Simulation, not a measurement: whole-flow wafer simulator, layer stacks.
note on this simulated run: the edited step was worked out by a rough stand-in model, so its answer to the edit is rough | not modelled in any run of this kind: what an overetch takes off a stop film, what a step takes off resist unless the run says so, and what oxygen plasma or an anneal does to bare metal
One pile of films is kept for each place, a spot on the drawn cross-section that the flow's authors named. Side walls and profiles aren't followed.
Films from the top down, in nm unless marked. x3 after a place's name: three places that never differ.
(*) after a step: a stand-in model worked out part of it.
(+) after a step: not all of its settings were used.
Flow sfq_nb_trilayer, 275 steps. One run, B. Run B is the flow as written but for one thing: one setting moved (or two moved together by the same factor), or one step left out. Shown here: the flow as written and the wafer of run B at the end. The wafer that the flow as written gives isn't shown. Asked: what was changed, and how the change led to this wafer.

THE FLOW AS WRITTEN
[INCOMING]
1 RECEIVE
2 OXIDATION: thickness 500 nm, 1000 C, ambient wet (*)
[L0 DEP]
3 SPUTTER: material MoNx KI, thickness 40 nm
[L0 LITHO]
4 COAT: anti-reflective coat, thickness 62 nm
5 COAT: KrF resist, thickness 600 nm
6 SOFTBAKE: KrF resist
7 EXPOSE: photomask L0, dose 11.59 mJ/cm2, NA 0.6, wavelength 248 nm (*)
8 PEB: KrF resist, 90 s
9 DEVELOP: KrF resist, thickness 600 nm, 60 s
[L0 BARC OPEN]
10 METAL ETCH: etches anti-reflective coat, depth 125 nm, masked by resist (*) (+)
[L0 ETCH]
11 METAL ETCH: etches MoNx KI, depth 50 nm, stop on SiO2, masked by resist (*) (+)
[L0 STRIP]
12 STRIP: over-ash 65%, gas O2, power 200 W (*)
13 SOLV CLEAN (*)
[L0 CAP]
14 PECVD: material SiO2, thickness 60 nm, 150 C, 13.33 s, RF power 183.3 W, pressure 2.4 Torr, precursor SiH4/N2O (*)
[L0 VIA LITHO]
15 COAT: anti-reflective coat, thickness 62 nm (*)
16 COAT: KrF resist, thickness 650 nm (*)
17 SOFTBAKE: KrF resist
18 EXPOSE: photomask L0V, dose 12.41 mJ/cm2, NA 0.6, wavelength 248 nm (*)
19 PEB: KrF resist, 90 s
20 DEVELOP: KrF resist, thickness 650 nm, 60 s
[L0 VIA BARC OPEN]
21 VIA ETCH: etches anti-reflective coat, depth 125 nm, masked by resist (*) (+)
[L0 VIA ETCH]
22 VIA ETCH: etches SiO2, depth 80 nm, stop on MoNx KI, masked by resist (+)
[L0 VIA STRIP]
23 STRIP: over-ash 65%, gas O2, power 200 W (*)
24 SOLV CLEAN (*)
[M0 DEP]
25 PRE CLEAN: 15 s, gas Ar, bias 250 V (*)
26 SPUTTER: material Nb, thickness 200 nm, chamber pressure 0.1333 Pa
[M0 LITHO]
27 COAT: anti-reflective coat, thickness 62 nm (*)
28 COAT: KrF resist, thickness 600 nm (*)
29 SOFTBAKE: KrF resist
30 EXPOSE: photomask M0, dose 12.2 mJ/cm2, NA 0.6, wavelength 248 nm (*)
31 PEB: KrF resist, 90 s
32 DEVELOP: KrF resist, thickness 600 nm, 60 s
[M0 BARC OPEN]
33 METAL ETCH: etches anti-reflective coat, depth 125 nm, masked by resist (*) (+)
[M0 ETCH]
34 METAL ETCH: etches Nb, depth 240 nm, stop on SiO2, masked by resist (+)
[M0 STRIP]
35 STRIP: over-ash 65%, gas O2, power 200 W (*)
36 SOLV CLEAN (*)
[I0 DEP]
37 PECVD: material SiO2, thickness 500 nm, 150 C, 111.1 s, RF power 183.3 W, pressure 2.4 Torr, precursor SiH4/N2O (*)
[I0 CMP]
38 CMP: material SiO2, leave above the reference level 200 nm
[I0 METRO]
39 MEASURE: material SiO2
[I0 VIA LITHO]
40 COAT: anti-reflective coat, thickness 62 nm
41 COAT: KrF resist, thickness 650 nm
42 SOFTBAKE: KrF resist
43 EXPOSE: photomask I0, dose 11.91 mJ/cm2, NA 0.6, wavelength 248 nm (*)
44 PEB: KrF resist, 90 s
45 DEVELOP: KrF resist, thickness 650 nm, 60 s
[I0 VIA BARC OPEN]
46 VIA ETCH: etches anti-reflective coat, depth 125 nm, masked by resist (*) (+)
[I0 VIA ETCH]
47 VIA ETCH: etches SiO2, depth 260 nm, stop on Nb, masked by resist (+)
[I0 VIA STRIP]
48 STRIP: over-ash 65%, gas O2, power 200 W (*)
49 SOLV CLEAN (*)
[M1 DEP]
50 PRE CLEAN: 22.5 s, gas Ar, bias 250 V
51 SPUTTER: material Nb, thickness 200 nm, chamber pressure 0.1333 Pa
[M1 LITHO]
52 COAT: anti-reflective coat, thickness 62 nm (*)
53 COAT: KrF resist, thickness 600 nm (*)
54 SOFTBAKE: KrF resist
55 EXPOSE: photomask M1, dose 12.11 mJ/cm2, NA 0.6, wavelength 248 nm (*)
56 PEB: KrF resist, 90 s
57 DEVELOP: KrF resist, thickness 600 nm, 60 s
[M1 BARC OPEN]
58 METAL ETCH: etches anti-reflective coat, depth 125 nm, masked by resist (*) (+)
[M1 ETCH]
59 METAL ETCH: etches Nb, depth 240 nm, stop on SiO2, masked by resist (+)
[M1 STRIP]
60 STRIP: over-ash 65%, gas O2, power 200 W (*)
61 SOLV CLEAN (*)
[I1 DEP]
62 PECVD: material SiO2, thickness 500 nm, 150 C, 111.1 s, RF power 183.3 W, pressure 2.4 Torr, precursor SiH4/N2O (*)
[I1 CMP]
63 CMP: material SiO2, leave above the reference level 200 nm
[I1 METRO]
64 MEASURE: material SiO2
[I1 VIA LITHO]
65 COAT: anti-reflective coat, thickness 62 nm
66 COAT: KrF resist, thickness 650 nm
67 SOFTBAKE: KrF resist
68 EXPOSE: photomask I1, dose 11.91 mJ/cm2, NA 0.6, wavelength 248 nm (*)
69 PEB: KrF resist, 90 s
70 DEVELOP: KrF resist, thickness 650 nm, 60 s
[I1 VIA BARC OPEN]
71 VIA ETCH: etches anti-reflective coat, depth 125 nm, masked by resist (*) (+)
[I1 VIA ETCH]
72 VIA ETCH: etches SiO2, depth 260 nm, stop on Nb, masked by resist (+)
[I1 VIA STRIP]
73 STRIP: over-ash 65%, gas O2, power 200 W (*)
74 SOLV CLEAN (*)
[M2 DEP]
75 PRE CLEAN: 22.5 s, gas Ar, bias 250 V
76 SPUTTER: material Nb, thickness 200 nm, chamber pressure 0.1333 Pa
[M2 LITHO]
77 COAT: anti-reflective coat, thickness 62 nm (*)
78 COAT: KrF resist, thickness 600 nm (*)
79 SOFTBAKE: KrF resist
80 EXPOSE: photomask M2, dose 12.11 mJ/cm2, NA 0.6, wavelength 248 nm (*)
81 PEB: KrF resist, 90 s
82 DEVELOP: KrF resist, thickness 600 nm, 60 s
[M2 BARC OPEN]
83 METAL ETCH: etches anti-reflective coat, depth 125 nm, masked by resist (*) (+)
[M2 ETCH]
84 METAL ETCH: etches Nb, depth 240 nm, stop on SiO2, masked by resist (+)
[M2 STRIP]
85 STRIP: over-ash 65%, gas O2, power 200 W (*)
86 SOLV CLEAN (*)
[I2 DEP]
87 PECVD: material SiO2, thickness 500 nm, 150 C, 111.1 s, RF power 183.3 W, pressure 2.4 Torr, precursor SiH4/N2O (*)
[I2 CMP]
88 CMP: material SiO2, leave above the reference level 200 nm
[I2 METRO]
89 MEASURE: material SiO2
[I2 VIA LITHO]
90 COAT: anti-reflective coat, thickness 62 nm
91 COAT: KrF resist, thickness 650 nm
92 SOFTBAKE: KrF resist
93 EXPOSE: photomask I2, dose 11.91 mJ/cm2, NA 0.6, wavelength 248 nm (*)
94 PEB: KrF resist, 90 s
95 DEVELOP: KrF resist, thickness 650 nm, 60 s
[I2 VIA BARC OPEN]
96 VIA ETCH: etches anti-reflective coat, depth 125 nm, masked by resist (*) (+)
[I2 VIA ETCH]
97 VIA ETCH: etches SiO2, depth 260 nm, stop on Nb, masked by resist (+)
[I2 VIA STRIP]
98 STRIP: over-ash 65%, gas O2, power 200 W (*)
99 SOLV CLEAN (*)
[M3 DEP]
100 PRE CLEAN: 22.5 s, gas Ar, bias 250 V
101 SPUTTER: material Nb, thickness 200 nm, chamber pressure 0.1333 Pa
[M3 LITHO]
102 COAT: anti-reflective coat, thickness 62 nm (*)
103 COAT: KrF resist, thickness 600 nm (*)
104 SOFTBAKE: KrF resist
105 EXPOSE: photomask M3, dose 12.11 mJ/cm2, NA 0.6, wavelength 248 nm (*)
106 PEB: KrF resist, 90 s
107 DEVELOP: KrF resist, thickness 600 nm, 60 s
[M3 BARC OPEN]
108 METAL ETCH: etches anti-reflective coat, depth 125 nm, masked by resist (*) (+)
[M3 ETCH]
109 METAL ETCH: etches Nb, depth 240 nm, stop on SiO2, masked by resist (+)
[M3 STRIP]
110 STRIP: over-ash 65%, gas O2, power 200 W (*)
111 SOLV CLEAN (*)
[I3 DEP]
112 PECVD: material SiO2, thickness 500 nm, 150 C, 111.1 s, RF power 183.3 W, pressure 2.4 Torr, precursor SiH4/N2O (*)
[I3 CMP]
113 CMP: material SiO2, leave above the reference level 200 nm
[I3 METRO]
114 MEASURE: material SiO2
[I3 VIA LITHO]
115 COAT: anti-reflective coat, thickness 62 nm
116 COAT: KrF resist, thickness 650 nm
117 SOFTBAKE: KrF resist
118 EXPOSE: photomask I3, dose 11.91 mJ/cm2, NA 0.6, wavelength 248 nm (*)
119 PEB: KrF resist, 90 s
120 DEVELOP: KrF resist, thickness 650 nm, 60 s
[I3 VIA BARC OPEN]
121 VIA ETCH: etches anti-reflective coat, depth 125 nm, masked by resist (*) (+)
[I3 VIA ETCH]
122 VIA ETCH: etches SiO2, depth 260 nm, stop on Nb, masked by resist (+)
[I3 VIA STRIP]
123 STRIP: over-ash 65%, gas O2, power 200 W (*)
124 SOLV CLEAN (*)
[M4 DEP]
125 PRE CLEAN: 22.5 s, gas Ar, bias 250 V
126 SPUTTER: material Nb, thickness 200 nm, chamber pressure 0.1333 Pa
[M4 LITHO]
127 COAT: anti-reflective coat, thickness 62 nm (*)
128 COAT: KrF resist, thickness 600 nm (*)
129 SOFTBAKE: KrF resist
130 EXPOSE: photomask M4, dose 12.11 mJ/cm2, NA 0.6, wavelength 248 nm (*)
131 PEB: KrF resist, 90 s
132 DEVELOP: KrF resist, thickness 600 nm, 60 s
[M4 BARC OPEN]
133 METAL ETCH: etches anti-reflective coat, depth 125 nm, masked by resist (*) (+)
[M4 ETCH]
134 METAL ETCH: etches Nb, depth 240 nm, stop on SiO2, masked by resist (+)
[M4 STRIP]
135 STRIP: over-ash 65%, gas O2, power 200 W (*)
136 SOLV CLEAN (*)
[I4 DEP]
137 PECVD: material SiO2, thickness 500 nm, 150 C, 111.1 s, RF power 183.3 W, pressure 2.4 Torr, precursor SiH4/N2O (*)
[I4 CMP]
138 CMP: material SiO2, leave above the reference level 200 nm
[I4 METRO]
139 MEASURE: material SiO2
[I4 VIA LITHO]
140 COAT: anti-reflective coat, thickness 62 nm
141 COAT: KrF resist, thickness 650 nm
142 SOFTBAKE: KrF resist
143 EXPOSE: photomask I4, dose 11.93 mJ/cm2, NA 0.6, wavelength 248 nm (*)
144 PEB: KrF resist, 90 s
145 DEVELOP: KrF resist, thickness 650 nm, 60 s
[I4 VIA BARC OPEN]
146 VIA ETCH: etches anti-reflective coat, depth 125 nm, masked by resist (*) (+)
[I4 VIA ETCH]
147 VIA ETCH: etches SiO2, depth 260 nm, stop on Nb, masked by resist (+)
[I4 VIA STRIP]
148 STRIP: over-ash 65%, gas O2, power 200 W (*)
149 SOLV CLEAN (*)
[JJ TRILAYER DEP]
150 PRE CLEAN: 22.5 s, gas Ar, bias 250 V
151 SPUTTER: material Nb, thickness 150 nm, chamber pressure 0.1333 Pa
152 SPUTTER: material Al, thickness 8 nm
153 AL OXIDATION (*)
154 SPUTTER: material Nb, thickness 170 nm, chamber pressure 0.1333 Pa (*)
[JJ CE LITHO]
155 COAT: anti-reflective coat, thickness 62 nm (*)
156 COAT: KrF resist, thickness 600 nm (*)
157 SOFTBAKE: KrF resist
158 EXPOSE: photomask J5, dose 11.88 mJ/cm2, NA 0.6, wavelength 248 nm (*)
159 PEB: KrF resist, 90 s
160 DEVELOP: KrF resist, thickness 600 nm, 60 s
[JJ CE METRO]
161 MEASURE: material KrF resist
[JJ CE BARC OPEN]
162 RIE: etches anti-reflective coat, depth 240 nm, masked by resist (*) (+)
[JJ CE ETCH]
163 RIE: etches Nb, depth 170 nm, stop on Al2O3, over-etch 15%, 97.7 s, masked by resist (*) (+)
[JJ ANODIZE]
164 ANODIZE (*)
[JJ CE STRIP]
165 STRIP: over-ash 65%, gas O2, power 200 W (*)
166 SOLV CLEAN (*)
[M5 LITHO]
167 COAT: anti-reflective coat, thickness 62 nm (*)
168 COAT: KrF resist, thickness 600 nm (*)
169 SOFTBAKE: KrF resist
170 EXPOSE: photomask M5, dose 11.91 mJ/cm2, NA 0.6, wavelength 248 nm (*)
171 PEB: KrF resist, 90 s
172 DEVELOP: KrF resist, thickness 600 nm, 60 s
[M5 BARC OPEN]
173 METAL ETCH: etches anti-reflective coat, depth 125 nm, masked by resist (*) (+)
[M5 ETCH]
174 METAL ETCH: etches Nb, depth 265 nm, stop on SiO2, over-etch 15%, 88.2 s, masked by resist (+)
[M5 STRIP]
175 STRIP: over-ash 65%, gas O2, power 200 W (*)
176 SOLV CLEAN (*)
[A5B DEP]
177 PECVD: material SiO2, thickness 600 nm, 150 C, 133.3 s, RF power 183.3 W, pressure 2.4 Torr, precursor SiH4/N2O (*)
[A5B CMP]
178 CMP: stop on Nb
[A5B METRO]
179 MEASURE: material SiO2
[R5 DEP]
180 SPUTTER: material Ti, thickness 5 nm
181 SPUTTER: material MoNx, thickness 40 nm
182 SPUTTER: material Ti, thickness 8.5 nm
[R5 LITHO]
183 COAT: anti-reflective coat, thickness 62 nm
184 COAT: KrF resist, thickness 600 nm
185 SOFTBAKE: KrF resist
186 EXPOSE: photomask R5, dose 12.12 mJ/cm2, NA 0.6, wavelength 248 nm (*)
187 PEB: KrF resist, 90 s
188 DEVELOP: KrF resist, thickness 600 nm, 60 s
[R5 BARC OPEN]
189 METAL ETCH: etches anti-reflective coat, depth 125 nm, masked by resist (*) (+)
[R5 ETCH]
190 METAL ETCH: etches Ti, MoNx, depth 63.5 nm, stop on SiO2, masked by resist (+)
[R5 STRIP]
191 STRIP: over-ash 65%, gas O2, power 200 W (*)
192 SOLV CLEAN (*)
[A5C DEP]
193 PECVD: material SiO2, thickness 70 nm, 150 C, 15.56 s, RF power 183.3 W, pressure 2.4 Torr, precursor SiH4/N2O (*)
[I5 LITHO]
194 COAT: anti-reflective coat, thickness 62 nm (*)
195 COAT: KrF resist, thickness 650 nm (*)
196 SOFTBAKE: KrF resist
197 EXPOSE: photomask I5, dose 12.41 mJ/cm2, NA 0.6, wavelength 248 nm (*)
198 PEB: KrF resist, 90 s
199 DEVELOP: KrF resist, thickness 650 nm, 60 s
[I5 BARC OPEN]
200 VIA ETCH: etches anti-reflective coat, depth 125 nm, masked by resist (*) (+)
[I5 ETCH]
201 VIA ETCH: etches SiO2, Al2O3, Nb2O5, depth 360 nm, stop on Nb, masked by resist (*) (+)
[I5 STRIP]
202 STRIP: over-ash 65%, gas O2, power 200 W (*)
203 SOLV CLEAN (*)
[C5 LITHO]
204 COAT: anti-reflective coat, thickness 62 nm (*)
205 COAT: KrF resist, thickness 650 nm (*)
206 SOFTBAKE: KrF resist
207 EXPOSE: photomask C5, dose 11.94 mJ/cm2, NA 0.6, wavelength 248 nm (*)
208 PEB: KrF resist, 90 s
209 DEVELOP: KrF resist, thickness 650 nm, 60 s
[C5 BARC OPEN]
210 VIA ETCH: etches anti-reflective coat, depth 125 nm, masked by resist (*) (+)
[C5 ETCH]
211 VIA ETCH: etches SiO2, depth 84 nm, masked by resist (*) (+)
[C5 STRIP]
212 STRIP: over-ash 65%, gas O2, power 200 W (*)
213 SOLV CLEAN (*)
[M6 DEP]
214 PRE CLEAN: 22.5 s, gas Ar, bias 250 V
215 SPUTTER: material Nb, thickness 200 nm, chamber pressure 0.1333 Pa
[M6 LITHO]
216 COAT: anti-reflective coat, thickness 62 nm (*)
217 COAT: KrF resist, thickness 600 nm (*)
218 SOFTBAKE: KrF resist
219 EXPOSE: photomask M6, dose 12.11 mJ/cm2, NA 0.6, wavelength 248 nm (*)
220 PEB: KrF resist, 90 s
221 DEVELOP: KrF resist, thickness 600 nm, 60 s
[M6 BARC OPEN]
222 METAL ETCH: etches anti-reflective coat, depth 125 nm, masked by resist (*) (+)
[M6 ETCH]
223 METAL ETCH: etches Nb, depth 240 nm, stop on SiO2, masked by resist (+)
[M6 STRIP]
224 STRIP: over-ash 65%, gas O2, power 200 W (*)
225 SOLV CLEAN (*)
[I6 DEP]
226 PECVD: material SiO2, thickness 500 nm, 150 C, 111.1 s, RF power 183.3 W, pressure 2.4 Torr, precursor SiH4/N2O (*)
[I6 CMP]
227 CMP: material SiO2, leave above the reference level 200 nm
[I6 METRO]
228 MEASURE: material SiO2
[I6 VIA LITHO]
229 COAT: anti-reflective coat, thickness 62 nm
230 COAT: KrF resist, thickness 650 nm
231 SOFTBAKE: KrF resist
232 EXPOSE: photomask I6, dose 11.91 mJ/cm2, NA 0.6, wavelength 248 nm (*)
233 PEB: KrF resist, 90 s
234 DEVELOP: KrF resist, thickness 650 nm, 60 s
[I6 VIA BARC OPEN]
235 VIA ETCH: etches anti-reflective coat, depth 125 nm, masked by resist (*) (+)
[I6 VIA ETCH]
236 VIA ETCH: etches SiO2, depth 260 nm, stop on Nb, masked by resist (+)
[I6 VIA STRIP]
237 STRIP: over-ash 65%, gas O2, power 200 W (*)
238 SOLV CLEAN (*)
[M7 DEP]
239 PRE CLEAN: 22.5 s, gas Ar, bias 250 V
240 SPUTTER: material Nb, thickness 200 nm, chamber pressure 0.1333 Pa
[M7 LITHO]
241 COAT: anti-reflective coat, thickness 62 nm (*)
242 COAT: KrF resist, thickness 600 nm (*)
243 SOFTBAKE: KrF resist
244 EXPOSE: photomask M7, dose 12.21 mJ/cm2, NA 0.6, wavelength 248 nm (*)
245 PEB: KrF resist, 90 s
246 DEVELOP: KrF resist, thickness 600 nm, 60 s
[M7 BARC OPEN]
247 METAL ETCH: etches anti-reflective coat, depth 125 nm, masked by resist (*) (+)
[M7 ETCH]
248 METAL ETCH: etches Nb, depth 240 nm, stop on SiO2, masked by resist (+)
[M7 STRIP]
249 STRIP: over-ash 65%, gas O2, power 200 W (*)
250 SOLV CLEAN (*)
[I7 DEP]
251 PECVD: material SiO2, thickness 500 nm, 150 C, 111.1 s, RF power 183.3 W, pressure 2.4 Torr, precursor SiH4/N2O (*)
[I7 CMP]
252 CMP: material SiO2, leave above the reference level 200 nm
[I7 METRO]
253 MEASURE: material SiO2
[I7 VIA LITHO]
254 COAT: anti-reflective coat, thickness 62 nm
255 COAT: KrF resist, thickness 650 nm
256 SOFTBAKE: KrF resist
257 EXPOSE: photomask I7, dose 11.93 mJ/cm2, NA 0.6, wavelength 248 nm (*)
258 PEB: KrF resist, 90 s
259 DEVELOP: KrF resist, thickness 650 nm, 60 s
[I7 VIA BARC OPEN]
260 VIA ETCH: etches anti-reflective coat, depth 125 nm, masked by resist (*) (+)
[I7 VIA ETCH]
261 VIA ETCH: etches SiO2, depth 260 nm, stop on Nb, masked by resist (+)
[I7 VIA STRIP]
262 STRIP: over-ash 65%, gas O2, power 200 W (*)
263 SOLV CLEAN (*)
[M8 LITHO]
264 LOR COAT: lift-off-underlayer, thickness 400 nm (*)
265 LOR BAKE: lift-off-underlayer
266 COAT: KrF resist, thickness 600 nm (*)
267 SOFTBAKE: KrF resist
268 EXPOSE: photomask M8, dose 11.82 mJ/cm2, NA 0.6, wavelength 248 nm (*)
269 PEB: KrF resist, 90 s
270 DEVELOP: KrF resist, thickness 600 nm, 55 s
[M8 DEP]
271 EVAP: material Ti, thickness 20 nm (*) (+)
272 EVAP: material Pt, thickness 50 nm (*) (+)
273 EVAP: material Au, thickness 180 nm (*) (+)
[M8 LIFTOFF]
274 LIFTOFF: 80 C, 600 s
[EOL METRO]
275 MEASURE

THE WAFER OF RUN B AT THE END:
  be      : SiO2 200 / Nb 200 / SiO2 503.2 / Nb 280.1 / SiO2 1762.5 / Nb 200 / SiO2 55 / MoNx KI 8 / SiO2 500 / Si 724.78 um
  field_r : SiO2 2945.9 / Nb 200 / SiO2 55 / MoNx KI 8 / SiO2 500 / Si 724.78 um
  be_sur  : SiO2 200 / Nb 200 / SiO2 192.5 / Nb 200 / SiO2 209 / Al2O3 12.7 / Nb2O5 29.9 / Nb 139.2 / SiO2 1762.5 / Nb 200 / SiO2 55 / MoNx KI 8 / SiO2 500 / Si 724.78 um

The cause: step 11, METAL ETCH: depth 32 nm was run, where the flow has depth 50 nm.

How the change led to this, step by step:
  11 METAL ETCH: etches MoNx KI, depth 50 nm, stop on SiO2, masked by resist (*) (+)
      v_sur, via_wl, via_w and 97 more: MoNx KI -32 (as written it would be: MoNx KI -40 (all of it))
      field_l, l0_sur, l0v, l0r_line_l, l0r_line_c, l0r_line_r: KrF resist -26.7 (as written it would be: KrF resist -41.7)
  12 STRIP: over-ash 65%, gas O2, power 200 W (*)
      field_l, l0_sur, l0v, l0r_line_l, l0r_line_c, l0r_line_r: KrF resist -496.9 (all of it), anti-reflective coat -62 (all of it) (as written it would be: KrF resist -481.9 (all of it), anti-reflective coat -62 (all of it))
  14 PECVD: material SiO2, thickness 60 nm, 150 C, 13.33 s, RF power 183.3 W, pressure 2.4 Torr, precursor SiH4/N2O (*)
      v_sur, via_wl, via_w and 97 more: SiO2 +60 (new film) (as written it would be: SiO2 +60)
  15 COAT: anti-reflective coat, thickness 62 nm (*)
      v_sur: anti-reflective coat +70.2 (new film) (as written it would be: anti-reflective coat +72.2 (new film))
      l0_sur: anti-reflective coat +55.6 (new film) (as written it would be: anti-reflective coat +54.2 (new film))
      (and at 1 more place)
  23 STRIP: over-ash 65%, gas O2, power 200 W (*)
      v_sur: KrF resist -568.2 (all of it), anti-reflective coat -70.2 (all of it) (as written it would be: KrF resist -570.5 (all of it), anti-reflective coat -72.2 (all of it))
      l0_sur: KrF resist -554.3 (all of it), anti-reflective coat -55.6 (all of it) (as written it would be: KrF resist -552.8 (all of it), anti-reflective coat -54.2 (all of it))
      (and at 1 more place)
  27 COAT: anti-reflective coat, thickness 62 nm (*)
      v_sur: anti-reflective coat +70.3 (new film) (as written it would be: anti-reflective coat +72.3 (new film))
      l0_sur: anti-reflective coat +48.6 (new film) (as written it would be: anti-reflective coat +47.5 (new film))
      (and at 1 more place)
  35 STRIP: over-ash 65%, gas O2, power 200 W (*)
      v_sur: KrF resist -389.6 (all of it), anti-reflective coat -70.3 (all of it) (as written it would be: KrF resist -391.6 (all of it), anti-reflective coat -72.3 (all of it))
      l0_sur: KrF resist -373.9 (all of it), anti-reflective coat -48.6 (all of it) (as written it would be: KrF resist -372 (all of it), anti-reflective coat -47.5 (all of it))
      (and at 1 more place)
  38 CMP: material SiO2, leave above the reference level 200 nm
      field_l, l0_sur, l0r_line_l, l0r_line_c, l0r_line_r: SiO2 -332 (as written it would be: SiO2 -340)
      l0v: SiO2 -269.8 (as written it would be: SiO2 -277.8)
Counting metal films that touch as one body, be has 4 bodies (between them, from the top down: SiO2 503.2; SiO2 1762.5; SiO2 55); the flow as written gives 3 bodies (between them, from the top down: SiO2 503.2; SiO2 1762.5).
Counting metal films that touch as one body, field_r has 2 bodies (between them, from the top down: SiO2 55); the flow as written gives 1 body.
Counting metal films that touch as one body, be_sur has 5 bodies (between them, from the top down: SiO2 192.5; SiO2 209 / Al2O3 12.7 / Nb2O5 29.9; SiO2 1762.5; SiO2 55); the flow as written gives 4 bodies (between them, from the top down: SiO2 192.5; SiO2 209 / Al2O3 12.7 / Nb2O5 29.9; SiO2 1762.5).
